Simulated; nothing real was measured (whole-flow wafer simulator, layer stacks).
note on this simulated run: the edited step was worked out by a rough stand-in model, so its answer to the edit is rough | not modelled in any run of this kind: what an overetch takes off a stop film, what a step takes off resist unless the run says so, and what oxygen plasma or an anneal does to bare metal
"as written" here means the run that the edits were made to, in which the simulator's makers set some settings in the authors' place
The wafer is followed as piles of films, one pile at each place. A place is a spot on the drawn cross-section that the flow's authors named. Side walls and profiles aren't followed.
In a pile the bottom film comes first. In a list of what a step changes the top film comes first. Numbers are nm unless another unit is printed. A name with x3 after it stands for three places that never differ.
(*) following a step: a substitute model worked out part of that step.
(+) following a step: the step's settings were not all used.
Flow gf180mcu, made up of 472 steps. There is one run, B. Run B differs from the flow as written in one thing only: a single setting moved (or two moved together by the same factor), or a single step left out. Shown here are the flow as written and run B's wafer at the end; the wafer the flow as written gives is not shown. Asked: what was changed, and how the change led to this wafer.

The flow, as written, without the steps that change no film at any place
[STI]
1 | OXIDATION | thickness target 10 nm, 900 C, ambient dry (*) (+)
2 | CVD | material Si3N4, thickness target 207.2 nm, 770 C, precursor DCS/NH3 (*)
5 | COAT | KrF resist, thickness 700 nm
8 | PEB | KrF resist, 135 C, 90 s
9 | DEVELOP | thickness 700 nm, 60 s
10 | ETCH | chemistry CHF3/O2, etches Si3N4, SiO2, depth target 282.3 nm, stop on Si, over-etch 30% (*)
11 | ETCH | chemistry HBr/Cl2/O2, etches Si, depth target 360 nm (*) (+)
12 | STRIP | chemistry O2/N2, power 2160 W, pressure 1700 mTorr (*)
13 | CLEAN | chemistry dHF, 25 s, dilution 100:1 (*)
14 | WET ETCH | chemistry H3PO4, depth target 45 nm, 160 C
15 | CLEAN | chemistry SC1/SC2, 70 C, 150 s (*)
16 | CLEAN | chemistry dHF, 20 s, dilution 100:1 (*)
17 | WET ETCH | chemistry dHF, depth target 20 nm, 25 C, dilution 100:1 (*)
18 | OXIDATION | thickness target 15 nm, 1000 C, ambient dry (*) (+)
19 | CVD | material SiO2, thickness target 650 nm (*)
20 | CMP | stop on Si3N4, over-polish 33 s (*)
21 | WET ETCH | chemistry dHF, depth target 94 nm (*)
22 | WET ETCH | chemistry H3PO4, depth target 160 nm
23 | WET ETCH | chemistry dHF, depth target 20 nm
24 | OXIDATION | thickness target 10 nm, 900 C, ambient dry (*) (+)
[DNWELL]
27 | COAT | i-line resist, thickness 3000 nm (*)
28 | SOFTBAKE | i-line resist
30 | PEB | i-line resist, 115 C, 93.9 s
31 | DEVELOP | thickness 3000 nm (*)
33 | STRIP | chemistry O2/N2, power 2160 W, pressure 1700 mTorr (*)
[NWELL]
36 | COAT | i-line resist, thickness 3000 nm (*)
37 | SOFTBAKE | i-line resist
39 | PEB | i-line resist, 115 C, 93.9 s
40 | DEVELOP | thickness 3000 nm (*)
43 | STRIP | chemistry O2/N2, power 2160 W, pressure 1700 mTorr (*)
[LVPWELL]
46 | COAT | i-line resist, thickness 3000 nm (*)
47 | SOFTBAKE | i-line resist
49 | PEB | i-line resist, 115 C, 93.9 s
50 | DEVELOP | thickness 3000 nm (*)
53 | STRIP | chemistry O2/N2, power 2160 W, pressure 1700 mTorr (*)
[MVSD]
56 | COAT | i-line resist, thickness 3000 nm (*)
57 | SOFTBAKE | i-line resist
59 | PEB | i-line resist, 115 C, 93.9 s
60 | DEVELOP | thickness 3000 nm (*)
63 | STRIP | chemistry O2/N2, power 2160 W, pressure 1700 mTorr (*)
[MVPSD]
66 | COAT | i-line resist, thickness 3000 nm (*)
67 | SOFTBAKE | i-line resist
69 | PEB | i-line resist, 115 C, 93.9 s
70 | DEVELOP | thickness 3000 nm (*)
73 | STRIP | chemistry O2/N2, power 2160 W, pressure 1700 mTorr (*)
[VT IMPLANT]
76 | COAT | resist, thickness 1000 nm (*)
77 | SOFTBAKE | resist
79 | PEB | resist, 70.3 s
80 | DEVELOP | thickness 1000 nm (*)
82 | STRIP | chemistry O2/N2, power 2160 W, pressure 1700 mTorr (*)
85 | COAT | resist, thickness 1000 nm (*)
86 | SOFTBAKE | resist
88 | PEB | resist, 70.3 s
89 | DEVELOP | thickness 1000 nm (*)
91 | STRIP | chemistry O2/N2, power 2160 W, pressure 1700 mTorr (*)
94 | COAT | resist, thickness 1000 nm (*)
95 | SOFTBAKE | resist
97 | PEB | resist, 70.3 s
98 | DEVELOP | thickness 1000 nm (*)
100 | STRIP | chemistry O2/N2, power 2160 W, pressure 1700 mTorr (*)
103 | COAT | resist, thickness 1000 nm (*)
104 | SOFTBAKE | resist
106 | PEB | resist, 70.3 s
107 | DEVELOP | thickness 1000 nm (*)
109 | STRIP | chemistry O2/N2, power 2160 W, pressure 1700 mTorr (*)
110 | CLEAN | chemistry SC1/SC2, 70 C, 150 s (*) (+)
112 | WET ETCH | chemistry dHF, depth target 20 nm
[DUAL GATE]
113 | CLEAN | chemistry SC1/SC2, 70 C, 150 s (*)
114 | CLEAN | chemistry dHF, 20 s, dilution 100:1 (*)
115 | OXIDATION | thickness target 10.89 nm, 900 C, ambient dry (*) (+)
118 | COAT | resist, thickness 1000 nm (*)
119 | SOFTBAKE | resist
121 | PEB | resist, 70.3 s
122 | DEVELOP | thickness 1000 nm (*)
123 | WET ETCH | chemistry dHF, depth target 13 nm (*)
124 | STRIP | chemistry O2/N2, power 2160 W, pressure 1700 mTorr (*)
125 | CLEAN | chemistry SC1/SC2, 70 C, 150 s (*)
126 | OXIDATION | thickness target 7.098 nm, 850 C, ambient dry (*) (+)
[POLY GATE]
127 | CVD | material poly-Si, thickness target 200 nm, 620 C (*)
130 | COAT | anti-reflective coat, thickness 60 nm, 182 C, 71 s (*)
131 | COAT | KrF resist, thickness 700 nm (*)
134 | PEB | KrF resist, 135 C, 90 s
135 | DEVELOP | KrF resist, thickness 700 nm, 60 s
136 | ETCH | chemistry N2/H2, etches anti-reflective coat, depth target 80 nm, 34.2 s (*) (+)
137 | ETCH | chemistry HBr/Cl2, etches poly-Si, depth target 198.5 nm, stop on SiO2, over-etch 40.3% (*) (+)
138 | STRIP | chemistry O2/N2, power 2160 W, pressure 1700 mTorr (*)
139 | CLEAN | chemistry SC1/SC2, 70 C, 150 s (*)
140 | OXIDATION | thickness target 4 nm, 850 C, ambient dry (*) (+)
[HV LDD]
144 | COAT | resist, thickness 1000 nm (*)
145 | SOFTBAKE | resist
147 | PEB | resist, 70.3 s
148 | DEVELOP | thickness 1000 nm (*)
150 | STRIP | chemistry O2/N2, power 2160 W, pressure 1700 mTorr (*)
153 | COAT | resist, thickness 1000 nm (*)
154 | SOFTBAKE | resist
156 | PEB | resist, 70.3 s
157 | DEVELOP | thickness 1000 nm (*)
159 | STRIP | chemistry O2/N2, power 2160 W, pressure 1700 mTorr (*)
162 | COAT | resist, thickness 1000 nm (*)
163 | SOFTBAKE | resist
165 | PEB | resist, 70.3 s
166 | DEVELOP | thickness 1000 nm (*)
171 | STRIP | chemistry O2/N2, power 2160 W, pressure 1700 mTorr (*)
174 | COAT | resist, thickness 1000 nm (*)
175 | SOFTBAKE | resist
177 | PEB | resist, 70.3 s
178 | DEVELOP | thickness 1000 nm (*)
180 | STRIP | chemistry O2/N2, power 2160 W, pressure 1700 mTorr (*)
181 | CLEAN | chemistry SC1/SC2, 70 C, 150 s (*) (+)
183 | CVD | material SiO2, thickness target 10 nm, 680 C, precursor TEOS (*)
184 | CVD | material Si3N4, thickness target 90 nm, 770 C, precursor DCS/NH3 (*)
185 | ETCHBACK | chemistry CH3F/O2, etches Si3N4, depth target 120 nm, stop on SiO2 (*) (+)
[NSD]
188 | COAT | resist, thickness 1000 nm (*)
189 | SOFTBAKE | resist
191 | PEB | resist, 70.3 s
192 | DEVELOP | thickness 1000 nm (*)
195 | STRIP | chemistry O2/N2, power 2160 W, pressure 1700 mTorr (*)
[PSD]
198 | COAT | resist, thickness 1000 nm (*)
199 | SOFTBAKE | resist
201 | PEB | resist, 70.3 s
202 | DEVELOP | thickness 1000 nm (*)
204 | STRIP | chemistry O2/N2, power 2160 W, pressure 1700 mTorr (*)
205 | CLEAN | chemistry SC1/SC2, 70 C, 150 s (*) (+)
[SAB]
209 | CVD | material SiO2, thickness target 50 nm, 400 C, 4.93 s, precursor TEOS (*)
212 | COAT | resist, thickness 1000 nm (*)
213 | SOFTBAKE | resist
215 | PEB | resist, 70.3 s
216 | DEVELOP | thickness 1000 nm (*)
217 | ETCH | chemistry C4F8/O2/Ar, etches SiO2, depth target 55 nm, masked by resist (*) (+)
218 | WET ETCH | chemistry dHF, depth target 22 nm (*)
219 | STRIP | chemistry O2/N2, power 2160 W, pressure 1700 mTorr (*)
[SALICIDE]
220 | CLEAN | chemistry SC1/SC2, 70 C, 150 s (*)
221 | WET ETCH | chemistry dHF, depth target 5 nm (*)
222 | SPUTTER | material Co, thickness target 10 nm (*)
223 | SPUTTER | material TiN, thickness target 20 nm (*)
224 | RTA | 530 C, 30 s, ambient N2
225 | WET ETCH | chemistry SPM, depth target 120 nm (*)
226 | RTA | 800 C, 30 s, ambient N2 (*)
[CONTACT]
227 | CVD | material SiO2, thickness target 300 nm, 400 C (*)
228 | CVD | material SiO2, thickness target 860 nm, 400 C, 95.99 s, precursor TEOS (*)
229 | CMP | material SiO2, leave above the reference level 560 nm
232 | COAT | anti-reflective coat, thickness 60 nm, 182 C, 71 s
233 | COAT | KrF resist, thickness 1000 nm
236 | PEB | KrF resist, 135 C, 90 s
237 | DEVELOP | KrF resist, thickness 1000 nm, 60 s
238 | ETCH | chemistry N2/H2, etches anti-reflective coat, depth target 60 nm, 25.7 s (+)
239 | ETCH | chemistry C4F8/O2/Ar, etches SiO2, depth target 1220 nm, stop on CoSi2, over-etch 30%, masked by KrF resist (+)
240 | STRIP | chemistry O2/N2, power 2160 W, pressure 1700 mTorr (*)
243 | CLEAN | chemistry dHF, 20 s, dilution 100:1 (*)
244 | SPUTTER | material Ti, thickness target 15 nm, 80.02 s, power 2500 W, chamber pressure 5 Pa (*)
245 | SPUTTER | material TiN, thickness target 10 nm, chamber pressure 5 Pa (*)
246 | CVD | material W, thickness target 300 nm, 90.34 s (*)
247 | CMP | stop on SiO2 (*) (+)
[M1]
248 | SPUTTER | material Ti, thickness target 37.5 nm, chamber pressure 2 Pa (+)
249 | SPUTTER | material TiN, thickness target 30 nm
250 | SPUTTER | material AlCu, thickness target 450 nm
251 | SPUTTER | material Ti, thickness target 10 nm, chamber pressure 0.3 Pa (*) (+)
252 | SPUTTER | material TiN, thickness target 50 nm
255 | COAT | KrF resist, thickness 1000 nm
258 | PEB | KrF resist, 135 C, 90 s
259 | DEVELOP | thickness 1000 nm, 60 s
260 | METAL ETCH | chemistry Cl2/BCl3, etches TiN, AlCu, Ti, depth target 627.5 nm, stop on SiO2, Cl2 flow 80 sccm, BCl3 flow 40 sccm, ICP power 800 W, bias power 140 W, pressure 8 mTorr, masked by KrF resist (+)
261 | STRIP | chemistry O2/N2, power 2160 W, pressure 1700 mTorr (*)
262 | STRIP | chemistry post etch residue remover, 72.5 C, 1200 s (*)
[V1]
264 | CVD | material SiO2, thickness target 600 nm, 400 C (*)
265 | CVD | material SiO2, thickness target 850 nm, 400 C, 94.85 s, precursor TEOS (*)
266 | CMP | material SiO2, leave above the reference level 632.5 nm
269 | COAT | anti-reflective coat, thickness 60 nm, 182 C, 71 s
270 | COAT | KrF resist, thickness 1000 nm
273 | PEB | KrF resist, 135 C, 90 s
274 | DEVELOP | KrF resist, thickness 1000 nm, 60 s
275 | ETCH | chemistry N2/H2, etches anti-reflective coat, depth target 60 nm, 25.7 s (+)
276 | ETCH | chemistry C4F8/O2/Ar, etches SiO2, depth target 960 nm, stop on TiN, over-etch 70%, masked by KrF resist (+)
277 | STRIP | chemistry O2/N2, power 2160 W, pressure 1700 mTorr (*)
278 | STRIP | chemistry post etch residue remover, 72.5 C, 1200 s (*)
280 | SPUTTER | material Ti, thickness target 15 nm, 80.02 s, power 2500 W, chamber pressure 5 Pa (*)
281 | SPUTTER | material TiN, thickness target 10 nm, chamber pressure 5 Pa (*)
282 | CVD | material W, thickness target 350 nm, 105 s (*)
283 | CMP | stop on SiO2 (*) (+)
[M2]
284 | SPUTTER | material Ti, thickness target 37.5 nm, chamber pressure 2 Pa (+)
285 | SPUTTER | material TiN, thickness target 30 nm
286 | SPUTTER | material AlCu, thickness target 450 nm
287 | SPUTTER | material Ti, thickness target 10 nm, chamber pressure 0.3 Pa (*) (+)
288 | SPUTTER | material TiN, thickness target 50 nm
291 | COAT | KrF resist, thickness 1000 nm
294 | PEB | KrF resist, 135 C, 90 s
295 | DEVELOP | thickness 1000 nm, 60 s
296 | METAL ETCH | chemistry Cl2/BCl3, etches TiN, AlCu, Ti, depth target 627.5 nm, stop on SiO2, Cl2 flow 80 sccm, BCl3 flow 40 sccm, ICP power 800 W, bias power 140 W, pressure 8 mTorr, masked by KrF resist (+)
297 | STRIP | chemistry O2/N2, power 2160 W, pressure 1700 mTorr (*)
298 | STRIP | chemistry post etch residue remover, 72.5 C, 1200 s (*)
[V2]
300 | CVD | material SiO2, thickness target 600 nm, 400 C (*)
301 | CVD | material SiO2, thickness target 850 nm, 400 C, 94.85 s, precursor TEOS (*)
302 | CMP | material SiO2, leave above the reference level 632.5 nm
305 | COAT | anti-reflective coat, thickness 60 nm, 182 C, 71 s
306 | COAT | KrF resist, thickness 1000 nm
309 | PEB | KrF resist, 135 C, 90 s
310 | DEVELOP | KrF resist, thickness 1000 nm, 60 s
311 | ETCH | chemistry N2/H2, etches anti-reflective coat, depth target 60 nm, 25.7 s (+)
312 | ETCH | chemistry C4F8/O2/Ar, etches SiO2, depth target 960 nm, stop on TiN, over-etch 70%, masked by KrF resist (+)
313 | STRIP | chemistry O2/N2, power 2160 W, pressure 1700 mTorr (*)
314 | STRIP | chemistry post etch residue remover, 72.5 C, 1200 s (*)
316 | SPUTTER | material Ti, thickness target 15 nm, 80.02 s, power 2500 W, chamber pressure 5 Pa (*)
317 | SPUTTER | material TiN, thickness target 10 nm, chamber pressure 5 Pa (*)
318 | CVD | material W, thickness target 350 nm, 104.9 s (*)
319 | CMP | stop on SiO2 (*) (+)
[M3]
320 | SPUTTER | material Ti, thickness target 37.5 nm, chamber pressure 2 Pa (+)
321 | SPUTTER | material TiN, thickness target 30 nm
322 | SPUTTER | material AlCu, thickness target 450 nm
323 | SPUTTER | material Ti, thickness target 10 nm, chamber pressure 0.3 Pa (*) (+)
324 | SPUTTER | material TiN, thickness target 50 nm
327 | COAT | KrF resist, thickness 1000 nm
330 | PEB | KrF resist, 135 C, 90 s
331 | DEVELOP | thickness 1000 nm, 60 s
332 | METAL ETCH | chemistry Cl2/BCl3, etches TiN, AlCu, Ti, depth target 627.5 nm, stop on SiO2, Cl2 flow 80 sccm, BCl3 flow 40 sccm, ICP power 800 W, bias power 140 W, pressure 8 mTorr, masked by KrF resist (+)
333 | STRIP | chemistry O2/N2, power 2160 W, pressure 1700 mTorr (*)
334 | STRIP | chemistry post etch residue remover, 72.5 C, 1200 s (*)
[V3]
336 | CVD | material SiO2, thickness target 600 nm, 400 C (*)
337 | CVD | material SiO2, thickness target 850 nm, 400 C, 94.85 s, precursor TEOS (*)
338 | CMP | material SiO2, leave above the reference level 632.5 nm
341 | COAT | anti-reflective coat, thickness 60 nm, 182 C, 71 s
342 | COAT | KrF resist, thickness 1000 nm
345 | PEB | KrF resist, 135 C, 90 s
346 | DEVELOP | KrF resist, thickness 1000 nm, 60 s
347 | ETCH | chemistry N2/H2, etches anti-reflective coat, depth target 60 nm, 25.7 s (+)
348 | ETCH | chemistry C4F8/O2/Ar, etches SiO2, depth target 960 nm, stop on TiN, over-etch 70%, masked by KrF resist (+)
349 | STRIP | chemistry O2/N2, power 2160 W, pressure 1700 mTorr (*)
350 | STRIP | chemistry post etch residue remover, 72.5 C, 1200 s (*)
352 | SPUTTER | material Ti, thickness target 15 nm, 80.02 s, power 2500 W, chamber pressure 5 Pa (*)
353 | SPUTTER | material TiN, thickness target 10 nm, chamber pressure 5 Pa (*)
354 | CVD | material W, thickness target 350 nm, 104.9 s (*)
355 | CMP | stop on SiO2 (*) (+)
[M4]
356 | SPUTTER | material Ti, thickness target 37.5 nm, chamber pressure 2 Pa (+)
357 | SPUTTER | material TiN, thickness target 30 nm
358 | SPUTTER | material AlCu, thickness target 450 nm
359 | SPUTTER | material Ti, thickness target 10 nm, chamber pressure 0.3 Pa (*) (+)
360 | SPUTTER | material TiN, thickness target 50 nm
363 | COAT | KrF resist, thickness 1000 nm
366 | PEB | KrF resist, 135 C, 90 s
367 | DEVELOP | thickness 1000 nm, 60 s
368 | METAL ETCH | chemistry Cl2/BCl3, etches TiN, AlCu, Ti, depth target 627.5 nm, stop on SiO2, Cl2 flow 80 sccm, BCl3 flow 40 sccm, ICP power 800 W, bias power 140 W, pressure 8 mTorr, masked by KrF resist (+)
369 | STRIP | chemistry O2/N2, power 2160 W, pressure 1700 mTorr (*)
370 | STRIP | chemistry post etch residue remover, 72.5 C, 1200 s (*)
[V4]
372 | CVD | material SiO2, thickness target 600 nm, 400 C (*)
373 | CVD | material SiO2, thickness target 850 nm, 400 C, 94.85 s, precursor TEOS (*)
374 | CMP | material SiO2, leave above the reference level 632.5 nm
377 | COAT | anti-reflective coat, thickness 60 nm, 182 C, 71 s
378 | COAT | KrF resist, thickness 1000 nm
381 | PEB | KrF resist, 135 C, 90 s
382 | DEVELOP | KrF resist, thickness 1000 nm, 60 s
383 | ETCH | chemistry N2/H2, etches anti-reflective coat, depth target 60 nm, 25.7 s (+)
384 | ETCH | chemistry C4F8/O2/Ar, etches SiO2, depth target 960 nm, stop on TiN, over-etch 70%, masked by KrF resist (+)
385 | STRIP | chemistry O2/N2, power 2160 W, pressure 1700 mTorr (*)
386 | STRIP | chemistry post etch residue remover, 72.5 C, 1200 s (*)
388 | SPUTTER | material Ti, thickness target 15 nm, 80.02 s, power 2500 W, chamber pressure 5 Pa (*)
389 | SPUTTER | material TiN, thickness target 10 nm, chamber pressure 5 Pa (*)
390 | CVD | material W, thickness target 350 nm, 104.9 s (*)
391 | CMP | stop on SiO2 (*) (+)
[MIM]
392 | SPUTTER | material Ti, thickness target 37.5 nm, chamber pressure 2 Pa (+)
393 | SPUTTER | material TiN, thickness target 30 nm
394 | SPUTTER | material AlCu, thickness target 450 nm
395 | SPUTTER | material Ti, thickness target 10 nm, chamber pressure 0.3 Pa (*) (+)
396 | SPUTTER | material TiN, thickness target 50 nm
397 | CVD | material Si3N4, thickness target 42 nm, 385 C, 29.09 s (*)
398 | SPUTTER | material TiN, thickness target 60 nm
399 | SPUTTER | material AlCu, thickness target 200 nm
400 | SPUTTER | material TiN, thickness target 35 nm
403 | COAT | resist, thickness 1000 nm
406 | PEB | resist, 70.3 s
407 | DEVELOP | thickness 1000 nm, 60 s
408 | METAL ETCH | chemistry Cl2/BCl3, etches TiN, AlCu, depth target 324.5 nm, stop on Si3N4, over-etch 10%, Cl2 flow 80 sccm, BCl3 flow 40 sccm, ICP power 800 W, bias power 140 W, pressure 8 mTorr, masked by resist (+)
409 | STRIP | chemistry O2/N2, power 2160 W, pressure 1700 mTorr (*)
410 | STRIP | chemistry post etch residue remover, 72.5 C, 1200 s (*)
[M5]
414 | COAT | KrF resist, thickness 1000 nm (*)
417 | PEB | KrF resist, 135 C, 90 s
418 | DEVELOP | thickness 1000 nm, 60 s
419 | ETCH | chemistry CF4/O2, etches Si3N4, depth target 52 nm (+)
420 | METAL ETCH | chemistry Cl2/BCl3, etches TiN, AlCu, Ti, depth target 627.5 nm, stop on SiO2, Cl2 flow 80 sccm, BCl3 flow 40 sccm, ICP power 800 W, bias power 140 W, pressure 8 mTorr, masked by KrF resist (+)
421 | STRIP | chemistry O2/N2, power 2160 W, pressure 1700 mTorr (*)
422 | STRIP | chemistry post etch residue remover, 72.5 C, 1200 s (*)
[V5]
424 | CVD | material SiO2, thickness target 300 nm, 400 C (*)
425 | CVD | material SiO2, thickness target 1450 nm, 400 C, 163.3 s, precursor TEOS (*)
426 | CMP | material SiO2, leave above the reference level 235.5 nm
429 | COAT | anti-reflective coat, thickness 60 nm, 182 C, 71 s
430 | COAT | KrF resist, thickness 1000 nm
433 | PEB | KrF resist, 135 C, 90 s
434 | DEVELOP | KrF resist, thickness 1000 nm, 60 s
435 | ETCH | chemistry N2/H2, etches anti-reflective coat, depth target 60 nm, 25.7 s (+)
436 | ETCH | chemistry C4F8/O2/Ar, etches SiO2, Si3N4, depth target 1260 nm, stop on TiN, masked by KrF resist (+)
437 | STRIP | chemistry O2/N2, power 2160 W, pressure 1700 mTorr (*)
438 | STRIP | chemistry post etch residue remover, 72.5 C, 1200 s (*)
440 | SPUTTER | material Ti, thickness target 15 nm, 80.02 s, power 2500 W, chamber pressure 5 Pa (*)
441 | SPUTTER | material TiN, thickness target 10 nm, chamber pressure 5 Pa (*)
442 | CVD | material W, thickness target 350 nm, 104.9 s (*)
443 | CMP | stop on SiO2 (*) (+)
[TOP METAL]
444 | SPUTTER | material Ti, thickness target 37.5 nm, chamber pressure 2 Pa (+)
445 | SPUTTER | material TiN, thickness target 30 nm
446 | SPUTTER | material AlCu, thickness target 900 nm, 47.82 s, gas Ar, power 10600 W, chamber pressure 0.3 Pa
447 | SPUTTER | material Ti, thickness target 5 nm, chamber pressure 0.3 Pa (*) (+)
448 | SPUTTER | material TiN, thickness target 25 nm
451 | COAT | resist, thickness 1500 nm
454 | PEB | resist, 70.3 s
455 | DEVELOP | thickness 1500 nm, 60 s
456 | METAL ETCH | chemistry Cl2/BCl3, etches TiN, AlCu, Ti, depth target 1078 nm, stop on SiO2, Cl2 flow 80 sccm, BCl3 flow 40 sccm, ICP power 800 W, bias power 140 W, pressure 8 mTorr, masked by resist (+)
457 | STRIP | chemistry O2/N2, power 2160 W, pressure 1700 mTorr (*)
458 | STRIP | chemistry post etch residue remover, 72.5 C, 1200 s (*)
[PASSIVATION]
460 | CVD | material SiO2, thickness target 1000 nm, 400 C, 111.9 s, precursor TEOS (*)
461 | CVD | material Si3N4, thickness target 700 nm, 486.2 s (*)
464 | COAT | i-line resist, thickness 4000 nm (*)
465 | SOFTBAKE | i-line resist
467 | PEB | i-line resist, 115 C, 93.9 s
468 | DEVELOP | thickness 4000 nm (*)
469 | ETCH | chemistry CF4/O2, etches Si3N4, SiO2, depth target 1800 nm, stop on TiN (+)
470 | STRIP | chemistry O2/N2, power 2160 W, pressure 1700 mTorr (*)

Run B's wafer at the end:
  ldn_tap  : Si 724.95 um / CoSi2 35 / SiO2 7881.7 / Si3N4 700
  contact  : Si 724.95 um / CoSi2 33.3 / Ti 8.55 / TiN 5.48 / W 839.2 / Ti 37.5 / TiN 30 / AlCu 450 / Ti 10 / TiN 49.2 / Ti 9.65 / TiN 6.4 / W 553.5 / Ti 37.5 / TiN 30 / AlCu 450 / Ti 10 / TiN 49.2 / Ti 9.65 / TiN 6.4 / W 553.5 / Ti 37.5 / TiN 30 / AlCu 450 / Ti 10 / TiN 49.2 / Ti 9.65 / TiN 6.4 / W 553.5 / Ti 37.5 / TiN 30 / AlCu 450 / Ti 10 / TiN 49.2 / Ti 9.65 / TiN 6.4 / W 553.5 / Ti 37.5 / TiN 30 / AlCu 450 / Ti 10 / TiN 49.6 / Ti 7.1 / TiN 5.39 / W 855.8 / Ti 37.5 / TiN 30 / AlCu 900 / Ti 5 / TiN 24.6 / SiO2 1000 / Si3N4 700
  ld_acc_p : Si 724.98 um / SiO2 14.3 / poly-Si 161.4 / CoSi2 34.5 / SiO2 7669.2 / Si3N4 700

The reason: step 440, SPUTTER: 70.02 s was run, though the flow has 80.02 s.

Step by step, how the change led to this:
  440 | SPUTTER | material Ti, thickness target 15 nm, 80.02 s, power 2500 W, chamber pressure 5 Pa (*)
      field, field__w1, field__w2 and 108 more: +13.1 Ti (new film) (it would be, as written: +15 Ti (new film))
      contact: +7.1 Ti (new film) (it would be, as written: +8.12 Ti (new film))
  443 | CMP | stop on SiO2 (*) (+)
      field, field__w1, field__w2 and 108 more: -350 W (all of it), -10 TiN (all of it), -13.1 Ti (all of it), -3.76 SiO2 (it would be, as written: -350 W (all of it), -10 TiN (all of it), -15 Ti (all of it), -3.78 SiO2)
